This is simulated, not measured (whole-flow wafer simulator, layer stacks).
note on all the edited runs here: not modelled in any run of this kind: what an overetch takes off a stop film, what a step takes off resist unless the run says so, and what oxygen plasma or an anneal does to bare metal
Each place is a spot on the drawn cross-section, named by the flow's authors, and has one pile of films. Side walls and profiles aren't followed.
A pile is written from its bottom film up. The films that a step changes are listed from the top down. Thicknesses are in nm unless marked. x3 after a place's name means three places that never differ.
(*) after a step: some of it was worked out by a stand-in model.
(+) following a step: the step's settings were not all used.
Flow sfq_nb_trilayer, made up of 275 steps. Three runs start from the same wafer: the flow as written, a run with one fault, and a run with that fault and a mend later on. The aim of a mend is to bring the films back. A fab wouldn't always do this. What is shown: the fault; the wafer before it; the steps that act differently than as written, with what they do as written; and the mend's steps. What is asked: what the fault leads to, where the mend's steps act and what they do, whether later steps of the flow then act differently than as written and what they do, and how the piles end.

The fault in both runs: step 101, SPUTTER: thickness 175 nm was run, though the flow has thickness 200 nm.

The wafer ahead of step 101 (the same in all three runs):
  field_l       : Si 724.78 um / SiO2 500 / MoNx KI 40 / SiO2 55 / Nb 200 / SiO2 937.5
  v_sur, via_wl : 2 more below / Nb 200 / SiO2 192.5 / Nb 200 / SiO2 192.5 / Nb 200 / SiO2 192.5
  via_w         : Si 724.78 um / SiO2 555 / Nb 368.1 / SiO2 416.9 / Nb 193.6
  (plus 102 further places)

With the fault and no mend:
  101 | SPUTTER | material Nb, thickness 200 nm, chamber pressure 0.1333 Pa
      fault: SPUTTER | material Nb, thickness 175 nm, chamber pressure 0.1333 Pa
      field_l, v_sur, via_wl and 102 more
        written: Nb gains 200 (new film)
        fault: Nb gains 175 (new film)
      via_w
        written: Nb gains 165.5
        fault: Nb gains 144.7
  Later steps of the flow acting differently than as written (not shown: 3 more steps that differ only slightly, by at most 2% or 0.5 nm, whichever is larger):
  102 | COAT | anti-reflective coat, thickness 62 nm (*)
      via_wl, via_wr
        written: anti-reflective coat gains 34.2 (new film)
        fault: anti-reflective coat gains 33.3 (new film)
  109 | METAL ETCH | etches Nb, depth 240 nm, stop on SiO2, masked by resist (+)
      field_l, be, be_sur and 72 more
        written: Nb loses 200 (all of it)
        fault: Nb loses 175 (all of it)
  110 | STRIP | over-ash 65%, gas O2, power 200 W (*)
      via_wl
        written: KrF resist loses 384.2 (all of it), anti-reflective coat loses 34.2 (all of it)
        fault: KrF resist loses 385.2 (all of it), anti-reflective coat loses 33.3 (all of it)
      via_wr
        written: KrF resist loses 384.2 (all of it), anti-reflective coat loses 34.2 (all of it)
        fault: KrF resist loses 385.3 (all of it), anti-reflective coat loses 33.3 (all of it)
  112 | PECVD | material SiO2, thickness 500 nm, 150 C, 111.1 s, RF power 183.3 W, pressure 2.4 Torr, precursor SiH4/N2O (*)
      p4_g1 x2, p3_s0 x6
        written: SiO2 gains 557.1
        fault: SiO2 gains 532.1
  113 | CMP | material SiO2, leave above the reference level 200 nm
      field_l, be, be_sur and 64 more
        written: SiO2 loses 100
        fault: SiO2 loses 125
  The piles end different from the flow's at v_sur, via_wl, via_w and 29 more by more than 2% or 0.5 nm, whichever is larger.
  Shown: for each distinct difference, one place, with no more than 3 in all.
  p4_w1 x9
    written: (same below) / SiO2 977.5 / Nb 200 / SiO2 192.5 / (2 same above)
    fault: (same below) / SiO2 977.5 / Nb 175 / SiO2 192.5 / (2 same above)
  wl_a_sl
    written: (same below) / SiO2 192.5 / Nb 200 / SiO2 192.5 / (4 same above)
    fault: (same below) / SiO2 192.5 / Nb 175 / SiO2 192.5 / (4 same above)
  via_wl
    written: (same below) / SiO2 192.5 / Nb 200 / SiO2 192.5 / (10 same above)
    fault: (same below) / SiO2 192.5 / Nb 175 / SiO2 192.5 / (10 same above)

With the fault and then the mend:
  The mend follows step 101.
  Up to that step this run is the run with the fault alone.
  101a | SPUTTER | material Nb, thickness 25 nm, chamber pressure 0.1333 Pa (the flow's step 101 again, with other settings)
      field_l, v_sur, via_wl and 102 more
        Nb gains 25
      via_w
        Nb gains 19
  Later steps of the flow that are run all act as written at every place that is followed, up to a difference of at most 2% or 0.5 nm, whichever is larger.
  When the end is reached, the piles differ only a little from the flow's at the places that both follow, at most by 2% or 0.5 nm, whichever is larger.
